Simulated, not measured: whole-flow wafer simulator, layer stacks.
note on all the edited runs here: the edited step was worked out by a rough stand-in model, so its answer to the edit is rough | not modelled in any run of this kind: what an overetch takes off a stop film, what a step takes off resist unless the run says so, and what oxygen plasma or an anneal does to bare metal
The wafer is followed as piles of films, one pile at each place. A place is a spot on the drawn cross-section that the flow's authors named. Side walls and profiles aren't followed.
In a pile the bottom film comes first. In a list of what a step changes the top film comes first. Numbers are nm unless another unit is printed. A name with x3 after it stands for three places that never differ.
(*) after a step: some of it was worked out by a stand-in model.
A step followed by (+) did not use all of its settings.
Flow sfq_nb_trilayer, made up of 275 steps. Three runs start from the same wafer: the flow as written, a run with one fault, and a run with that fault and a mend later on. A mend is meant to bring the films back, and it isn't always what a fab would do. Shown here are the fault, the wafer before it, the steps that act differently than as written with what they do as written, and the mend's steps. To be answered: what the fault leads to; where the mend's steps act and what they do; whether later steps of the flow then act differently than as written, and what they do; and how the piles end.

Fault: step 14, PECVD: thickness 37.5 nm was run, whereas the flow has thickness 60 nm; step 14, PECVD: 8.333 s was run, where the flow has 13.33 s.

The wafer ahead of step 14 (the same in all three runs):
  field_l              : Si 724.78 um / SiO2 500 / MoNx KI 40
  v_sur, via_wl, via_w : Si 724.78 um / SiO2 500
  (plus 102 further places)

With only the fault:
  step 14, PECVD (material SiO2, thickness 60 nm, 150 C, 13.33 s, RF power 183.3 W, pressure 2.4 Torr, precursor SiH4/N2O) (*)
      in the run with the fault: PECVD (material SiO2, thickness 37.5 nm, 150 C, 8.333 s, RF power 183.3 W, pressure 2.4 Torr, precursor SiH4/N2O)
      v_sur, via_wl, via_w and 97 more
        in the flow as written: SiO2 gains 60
        in the run with the fault: SiO2 gains 37.5
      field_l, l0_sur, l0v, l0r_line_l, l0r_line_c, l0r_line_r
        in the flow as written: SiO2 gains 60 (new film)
        in the run with the fault: SiO2 gains 37.5 (new film)
  Steps later in the flow that act otherwise than as written (10 more steps, not shown, differ only slightly: by at most 2% or 0.5 nm, whichever is larger):
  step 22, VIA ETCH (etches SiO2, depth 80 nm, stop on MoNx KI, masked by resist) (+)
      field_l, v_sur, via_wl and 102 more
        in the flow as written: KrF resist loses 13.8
        in the run with the fault: KrF resist loses 9.66
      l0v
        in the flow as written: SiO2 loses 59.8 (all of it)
        in the run with the fault: SiO2 loses 37.3 (all of it)
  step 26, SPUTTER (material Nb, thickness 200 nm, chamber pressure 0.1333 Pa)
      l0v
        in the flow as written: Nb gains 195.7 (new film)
        in the run with the fault: Nb gains 200 (new film)
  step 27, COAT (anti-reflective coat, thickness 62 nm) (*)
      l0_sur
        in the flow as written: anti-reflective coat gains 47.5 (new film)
        in the run with the fault: anti-reflective coat gains 50 (new film)
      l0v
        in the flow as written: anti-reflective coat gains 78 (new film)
        in the run with the fault: anti-reflective coat gains 70.8 (new film)
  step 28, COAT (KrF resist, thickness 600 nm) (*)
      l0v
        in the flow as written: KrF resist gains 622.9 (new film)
        in the run with the fault: KrF resist gains 608.7 (new film)
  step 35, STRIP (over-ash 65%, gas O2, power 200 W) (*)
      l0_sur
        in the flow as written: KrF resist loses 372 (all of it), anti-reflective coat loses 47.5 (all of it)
        in the run with the fault: KrF resist loses 373.4 (all of it), anti-reflective coat loses 50 (all of it)
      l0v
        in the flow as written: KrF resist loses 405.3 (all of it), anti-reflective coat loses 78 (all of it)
        in the run with the fault: KrF resist loses 391 (all of it), anti-reflective coat loses 70.8 (all of it)
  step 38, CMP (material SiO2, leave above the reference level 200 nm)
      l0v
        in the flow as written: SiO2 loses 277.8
        in the run with the fault: SiO2 loses 304.6
  The piles end different from the flow's at field_l, v_sur, via_wl and 100 more by more than 2% or 0.5 nm, whichever is larger.
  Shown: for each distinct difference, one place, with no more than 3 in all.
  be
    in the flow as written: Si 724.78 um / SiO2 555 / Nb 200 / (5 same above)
    in the run with the fault: Si 724.78 um / SiO2 532.5 / Nb 200 / (5 same above)
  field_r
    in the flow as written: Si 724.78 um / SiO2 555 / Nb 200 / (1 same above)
    in the run with the fault: Si 724.78 um / SiO2 532.5 / Nb 200 / (1 same above)
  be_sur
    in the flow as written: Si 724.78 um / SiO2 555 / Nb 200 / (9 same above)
    in the run with the fault: Si 724.78 um / SiO2 532.5 / Nb 200 / (9 same above)

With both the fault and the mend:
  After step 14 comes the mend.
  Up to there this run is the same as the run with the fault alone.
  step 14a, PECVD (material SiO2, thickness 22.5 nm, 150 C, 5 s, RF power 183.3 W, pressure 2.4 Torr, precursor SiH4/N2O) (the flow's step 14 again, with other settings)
      field_l, v_sur, via_wl and 103 more
        SiO2 gains 22.5
  None of the later steps of the flow differs from how it acts as written, at any place that is followed, by more than 2% or 0.5 nm, whichever is larger.
  At every place that both follow, the piles at the end match the flow's.
